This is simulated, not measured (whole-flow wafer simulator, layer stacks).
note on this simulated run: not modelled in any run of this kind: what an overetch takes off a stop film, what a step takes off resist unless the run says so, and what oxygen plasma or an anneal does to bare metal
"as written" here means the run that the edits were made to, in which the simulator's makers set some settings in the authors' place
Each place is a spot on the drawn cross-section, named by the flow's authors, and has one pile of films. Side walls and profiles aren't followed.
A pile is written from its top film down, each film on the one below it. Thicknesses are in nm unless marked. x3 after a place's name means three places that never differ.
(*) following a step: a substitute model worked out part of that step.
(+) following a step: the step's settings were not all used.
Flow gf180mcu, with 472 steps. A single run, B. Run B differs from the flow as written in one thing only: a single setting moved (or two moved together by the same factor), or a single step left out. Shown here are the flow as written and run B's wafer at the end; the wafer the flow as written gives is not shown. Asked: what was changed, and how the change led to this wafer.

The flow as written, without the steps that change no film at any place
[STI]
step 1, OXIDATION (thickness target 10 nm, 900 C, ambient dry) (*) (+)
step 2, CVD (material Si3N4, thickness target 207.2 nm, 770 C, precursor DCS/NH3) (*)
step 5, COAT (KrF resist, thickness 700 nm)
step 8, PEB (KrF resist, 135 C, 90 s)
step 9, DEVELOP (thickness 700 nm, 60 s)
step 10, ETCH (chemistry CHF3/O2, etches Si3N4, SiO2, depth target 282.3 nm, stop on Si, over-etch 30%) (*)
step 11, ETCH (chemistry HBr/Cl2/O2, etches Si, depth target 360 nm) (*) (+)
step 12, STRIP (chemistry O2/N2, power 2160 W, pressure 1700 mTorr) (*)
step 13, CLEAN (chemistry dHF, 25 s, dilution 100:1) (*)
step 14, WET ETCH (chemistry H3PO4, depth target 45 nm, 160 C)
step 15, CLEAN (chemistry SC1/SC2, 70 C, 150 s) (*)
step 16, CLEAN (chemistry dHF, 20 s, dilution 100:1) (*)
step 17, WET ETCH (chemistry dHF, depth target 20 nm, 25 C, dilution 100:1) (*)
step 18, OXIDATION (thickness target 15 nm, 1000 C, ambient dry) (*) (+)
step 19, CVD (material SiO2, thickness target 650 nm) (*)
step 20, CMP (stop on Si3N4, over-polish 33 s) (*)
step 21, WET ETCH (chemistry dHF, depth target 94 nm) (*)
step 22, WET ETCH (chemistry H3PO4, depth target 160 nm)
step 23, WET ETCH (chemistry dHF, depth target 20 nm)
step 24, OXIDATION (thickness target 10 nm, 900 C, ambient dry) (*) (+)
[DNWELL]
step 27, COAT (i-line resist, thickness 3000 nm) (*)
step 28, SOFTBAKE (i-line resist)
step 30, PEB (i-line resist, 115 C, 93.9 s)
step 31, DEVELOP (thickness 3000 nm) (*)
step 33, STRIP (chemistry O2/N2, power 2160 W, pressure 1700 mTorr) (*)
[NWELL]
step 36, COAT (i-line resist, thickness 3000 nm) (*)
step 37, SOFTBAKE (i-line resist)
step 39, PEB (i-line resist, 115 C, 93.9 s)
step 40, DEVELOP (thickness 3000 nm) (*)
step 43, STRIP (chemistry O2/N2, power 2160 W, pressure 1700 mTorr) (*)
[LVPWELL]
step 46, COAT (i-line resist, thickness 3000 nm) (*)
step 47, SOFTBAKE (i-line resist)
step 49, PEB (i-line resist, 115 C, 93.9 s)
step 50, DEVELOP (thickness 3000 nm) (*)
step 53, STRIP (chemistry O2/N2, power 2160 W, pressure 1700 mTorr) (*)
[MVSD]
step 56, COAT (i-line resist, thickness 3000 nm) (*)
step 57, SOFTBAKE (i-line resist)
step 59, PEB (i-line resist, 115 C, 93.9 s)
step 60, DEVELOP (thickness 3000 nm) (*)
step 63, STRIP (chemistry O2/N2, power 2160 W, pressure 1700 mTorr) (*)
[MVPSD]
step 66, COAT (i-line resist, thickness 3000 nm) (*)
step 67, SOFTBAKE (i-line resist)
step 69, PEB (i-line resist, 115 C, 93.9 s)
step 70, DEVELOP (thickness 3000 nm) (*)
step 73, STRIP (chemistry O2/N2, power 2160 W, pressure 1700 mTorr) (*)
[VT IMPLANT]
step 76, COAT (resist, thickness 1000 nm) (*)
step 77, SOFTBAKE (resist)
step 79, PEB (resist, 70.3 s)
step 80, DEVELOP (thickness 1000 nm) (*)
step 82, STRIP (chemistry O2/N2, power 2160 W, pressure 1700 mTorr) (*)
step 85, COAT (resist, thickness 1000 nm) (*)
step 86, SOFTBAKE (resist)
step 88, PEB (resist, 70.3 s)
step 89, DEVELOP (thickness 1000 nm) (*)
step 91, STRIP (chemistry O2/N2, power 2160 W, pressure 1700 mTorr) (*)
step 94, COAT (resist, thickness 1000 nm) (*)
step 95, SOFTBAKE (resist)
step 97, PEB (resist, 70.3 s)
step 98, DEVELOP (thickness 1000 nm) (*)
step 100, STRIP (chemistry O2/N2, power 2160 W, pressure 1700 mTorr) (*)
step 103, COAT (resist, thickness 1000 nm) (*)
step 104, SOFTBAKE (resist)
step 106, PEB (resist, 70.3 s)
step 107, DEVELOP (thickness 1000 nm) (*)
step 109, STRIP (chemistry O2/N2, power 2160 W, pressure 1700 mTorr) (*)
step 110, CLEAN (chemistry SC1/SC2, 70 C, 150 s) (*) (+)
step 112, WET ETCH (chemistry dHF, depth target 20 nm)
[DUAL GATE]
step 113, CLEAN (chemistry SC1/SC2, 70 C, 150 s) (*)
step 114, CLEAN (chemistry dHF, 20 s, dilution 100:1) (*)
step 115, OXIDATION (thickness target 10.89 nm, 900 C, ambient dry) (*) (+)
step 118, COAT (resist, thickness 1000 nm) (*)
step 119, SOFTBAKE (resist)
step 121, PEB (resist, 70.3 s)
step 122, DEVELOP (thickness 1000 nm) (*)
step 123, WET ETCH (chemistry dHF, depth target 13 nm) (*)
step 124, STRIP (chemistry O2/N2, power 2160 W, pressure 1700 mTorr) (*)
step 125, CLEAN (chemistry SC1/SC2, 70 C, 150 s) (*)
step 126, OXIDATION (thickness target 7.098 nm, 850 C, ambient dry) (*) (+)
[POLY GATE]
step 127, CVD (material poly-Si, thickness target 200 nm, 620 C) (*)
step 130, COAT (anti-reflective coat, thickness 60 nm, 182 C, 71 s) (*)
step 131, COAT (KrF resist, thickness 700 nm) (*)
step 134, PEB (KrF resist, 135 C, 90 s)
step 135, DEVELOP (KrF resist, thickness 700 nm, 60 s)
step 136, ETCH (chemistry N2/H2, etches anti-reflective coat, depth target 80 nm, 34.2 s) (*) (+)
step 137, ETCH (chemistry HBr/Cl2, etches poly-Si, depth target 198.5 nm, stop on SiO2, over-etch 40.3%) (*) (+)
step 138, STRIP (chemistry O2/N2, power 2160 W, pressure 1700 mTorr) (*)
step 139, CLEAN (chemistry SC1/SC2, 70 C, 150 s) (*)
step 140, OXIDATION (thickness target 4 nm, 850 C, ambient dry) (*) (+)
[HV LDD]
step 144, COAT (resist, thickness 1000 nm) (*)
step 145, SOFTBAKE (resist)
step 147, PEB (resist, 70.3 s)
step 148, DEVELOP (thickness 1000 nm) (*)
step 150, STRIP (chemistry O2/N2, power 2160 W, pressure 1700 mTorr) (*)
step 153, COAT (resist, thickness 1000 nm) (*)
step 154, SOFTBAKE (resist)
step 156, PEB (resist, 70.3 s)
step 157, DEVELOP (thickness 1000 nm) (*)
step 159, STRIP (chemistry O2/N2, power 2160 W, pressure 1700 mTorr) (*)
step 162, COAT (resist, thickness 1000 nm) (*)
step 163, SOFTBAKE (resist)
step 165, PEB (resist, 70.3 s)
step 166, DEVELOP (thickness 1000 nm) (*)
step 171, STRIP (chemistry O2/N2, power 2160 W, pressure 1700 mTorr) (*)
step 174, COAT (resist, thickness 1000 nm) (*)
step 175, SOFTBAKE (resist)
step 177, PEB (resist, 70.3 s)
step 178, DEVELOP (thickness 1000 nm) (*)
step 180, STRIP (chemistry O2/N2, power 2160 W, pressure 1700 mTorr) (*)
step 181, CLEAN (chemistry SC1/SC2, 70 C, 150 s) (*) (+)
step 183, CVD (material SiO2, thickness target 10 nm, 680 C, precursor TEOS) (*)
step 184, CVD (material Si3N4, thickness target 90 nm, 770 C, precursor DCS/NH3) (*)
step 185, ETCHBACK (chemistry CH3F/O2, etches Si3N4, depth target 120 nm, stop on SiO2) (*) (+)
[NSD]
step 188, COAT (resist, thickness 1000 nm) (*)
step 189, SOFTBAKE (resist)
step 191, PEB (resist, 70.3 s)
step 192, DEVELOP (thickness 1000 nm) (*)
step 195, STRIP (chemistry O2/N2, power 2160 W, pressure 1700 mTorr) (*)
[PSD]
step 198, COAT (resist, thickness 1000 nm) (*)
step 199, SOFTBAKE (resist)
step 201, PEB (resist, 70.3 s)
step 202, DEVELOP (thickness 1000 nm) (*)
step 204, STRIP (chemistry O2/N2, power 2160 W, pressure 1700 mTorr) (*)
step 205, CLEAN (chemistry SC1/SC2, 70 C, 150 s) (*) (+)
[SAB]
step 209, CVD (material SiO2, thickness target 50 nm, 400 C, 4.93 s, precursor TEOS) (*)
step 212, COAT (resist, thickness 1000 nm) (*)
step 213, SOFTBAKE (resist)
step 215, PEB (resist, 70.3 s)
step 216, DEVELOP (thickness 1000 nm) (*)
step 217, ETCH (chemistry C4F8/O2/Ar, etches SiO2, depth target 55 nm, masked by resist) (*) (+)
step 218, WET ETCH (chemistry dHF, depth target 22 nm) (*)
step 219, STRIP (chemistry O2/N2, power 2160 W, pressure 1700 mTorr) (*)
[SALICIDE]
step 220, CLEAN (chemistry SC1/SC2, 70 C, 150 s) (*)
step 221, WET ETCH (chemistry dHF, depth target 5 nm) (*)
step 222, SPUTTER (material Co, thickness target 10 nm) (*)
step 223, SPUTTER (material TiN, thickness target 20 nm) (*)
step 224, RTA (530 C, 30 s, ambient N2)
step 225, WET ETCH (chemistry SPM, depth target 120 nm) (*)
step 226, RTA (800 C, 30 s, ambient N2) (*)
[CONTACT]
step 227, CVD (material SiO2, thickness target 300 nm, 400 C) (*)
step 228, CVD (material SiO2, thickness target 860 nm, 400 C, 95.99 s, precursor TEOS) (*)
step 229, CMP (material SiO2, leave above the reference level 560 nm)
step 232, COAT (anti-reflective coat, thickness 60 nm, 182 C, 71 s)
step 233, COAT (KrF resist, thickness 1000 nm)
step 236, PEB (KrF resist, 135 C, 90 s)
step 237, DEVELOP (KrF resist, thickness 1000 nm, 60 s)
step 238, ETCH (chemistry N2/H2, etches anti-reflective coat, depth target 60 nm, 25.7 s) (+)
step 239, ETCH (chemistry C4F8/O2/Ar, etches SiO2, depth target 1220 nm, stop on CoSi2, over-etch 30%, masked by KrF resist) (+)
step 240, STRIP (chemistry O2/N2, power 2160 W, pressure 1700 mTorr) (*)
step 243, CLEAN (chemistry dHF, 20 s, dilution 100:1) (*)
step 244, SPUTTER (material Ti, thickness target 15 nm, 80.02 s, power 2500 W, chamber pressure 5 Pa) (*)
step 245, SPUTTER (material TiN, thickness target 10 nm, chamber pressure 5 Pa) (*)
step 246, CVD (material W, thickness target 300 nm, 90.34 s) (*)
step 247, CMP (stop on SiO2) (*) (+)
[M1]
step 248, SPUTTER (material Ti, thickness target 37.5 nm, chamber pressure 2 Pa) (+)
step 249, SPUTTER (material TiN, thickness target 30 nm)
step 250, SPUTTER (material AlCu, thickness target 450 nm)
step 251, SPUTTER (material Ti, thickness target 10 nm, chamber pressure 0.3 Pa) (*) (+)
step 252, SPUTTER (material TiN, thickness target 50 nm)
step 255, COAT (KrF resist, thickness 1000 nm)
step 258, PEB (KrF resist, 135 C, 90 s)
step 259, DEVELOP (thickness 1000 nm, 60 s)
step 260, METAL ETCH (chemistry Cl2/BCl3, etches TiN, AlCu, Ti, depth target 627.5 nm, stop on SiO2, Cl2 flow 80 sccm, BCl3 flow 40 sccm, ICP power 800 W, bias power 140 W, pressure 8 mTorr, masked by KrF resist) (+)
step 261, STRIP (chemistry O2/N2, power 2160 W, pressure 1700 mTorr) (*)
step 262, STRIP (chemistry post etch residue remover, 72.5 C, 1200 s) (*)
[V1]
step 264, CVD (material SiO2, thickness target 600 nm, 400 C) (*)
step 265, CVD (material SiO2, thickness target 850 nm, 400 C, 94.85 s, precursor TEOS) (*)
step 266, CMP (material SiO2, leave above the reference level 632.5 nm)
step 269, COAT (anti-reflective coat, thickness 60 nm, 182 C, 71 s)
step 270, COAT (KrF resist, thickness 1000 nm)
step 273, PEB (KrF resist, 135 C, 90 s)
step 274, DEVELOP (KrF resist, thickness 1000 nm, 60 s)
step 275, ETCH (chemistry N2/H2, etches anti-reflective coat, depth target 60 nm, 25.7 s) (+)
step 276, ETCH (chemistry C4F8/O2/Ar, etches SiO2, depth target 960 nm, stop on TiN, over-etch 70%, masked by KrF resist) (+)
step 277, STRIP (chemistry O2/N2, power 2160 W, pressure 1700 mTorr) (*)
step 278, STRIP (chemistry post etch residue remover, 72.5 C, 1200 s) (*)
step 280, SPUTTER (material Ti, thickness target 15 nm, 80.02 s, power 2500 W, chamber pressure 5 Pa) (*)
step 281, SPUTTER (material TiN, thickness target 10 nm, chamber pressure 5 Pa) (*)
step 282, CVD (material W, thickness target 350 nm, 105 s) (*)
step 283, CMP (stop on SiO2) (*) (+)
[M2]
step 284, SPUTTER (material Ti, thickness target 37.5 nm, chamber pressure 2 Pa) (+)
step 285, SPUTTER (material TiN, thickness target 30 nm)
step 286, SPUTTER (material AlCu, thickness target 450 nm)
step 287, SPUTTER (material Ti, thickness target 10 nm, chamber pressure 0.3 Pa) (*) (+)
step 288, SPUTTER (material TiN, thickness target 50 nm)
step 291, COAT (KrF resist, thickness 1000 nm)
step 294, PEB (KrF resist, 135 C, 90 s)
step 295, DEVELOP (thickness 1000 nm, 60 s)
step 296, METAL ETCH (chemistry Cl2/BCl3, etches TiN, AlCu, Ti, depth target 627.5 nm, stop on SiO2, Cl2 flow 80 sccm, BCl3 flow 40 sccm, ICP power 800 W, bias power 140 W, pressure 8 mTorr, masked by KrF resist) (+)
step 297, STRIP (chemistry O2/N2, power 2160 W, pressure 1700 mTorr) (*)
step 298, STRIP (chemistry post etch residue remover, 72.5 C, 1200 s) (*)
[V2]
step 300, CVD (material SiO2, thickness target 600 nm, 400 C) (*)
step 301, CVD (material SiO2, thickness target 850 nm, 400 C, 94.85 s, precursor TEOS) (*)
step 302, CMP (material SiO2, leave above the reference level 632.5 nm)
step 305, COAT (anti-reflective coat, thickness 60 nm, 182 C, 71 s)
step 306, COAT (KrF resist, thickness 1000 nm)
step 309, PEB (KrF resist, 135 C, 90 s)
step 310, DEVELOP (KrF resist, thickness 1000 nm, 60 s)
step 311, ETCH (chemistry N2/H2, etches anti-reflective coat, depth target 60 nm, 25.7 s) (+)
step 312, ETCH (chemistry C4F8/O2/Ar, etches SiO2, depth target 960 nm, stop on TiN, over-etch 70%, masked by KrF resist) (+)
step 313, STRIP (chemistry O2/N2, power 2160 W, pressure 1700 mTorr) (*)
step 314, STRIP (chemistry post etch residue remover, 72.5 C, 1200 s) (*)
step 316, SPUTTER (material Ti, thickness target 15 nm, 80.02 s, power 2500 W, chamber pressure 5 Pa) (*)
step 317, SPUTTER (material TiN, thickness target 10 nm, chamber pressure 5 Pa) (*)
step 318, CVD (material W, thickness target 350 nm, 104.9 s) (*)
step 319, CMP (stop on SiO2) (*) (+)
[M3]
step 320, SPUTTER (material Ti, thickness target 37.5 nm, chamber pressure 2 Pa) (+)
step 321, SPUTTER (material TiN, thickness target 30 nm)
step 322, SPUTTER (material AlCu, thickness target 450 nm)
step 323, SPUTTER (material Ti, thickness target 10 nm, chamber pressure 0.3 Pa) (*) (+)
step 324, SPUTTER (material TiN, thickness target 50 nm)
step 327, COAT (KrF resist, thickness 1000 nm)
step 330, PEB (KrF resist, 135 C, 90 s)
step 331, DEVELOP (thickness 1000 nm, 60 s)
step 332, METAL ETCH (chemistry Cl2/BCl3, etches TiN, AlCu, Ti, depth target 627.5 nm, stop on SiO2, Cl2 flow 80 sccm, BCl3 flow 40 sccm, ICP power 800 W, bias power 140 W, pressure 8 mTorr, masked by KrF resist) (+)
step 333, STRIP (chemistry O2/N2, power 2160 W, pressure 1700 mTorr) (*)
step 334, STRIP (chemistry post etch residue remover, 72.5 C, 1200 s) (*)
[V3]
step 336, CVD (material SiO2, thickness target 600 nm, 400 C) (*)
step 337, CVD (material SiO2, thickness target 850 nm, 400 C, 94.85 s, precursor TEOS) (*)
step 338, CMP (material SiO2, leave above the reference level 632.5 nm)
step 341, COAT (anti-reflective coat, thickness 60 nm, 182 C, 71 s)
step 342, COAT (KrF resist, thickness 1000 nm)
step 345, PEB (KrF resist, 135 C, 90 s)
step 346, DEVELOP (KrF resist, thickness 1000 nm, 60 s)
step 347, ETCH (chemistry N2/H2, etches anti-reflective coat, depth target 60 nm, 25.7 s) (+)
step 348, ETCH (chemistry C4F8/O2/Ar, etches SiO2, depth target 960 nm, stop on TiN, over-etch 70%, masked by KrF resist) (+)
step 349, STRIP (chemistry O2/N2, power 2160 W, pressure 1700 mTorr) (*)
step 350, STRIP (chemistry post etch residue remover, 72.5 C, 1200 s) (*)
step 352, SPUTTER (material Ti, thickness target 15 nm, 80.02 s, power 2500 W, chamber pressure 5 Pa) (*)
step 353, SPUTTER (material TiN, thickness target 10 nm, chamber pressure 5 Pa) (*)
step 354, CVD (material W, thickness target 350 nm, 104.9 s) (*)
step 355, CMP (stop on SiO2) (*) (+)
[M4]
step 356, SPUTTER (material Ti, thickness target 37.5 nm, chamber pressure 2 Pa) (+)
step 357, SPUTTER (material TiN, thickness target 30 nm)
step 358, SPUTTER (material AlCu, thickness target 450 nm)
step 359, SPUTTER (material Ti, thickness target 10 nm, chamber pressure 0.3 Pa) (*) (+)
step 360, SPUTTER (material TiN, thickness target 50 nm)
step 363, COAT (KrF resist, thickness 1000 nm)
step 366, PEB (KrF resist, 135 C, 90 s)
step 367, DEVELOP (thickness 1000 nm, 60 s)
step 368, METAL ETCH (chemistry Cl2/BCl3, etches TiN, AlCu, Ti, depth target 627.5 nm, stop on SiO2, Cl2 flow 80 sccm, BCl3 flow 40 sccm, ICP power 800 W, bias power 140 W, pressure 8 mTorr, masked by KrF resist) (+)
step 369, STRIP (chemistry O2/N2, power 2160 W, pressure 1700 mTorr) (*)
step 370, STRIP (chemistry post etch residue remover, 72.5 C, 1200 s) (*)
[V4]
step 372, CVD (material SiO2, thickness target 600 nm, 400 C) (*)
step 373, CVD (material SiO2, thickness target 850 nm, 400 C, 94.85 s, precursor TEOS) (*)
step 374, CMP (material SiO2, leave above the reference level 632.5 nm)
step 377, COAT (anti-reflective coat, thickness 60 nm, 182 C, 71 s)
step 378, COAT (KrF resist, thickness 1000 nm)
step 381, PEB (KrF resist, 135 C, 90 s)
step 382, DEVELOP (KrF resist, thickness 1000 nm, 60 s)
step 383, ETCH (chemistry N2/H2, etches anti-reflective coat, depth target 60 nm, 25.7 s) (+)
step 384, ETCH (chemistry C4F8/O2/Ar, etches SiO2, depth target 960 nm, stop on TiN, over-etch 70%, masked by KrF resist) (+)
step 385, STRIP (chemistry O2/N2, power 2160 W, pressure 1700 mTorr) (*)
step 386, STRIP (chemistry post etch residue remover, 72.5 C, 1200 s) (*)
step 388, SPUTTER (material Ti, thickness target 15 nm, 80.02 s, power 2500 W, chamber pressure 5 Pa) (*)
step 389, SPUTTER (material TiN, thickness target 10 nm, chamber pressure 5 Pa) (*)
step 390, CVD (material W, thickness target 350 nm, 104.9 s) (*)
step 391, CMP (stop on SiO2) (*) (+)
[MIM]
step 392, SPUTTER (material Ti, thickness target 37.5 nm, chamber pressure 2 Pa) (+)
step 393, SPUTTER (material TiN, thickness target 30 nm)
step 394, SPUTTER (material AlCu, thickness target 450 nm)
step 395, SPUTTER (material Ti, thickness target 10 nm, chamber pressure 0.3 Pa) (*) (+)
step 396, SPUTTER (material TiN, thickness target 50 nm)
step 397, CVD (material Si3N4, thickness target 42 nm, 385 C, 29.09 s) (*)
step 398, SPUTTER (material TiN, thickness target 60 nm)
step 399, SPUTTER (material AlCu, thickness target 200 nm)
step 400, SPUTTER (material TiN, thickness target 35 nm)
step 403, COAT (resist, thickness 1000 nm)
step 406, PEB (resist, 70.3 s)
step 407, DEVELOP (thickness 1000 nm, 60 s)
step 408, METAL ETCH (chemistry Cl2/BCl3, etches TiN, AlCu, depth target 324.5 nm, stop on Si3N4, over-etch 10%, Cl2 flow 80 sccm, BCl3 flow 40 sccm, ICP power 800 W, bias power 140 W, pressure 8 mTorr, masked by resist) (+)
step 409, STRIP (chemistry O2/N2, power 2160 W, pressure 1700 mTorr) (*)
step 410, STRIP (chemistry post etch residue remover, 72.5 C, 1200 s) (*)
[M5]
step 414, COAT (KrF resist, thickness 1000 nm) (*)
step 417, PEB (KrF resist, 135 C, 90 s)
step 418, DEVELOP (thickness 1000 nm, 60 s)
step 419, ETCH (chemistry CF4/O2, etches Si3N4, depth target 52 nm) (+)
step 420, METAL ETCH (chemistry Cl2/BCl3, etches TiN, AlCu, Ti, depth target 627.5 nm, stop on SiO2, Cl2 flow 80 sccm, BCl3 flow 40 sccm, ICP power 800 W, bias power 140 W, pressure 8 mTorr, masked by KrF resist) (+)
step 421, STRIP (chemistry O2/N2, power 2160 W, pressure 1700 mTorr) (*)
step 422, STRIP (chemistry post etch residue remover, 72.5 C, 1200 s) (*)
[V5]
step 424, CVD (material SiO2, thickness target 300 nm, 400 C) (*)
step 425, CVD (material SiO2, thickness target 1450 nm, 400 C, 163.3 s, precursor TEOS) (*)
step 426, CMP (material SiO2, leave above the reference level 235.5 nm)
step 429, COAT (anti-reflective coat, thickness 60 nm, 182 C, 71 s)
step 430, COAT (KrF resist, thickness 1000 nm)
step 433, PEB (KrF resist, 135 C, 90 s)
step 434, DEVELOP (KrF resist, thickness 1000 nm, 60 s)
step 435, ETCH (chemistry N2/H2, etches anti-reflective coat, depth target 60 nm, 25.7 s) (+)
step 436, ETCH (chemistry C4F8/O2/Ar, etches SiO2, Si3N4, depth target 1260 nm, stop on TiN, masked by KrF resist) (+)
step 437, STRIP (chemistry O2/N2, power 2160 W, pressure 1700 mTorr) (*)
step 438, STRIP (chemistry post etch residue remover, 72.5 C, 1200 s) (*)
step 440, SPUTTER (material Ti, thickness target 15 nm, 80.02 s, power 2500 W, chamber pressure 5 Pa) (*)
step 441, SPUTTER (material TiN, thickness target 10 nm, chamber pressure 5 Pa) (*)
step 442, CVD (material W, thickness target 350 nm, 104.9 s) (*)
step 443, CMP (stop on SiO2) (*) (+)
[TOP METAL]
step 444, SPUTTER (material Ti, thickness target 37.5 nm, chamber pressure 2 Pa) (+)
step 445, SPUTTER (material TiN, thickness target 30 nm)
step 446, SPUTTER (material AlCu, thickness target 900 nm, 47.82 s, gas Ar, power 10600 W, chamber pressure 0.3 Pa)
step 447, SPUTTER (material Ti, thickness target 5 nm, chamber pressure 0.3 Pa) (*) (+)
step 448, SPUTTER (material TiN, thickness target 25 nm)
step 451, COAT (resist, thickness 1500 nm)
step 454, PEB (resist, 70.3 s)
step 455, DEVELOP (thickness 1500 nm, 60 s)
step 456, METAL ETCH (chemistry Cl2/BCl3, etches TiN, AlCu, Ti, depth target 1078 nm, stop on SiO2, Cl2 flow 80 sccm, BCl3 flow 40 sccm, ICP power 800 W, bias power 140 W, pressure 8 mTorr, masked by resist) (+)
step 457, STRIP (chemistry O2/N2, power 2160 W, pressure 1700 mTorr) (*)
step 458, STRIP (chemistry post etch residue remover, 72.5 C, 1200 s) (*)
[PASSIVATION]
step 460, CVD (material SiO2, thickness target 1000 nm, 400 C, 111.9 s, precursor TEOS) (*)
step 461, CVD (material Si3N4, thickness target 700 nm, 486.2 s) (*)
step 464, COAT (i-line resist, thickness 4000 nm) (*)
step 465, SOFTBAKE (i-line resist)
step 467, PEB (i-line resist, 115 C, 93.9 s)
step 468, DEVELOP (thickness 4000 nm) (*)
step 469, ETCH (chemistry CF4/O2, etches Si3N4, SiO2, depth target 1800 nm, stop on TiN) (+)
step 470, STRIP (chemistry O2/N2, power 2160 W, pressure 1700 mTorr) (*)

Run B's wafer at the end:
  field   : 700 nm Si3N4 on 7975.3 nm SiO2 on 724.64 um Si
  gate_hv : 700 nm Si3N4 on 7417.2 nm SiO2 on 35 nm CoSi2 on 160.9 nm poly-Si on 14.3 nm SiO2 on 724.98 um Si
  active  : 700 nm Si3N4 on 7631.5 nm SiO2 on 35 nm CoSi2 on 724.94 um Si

Cause: step 358, SPUTTER: thickness target 198 nm was run, though the flow has thickness target 450 nm.

How this came from the change, step by step:
  step 358, SPUTTER (material AlCu, thickness target 450 nm)
      field, field__w1, field__w2 and 108 more: AlCu gains 198 (new film) (it would be, as written: AlCu gains 450 (new film))
  step 368, METAL ETCH (chemistry Cl2/BCl3, etches TiN, AlCu, Ti, depth target 627.5 nm, stop on SiO2, Cl2 flow 80 sccm, BCl3 flow 40 sccm, ICP power 800 W, bias power 140 W, pressure 8 mTorr, masked by KrF resist) (+)
      field, field__w1, field__w2 and 103 more: TiN loses 50 (all of it), Ti loses 10 (all of it), AlCu loses 198 (all of it), TiN loses 30 (all of it), Ti loses 37.5 (all of it) (it would be, as written: TiN loses 50 (all of it), Ti loses 10 (all of it), AlCu loses 450 (all of it), TiN loses 30 (all of it), Ti loses 37.5 (all of it))
      field__w8, contact, m1, m1__w1, m1_nw: KrF resist loses 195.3 (it would be, as written: KrF resist loses 251)
  step 369, STRIP (chemistry O2/N2, power 2160 W, pressure 1700 mTorr) (*)
      field__w8, contact, m1, m1__w1, m1_nw: KrF resist loses 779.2 (all of it) (it would be, as written: KrF resist loses 723.5 (all of it))
  step 374, CMP (material SiO2, leave above the reference level 632.5 nm)
      field, field__w1, field__w2 and 103 more: SiO2 loses 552 (it would be, as written: SiO2 loses 300)
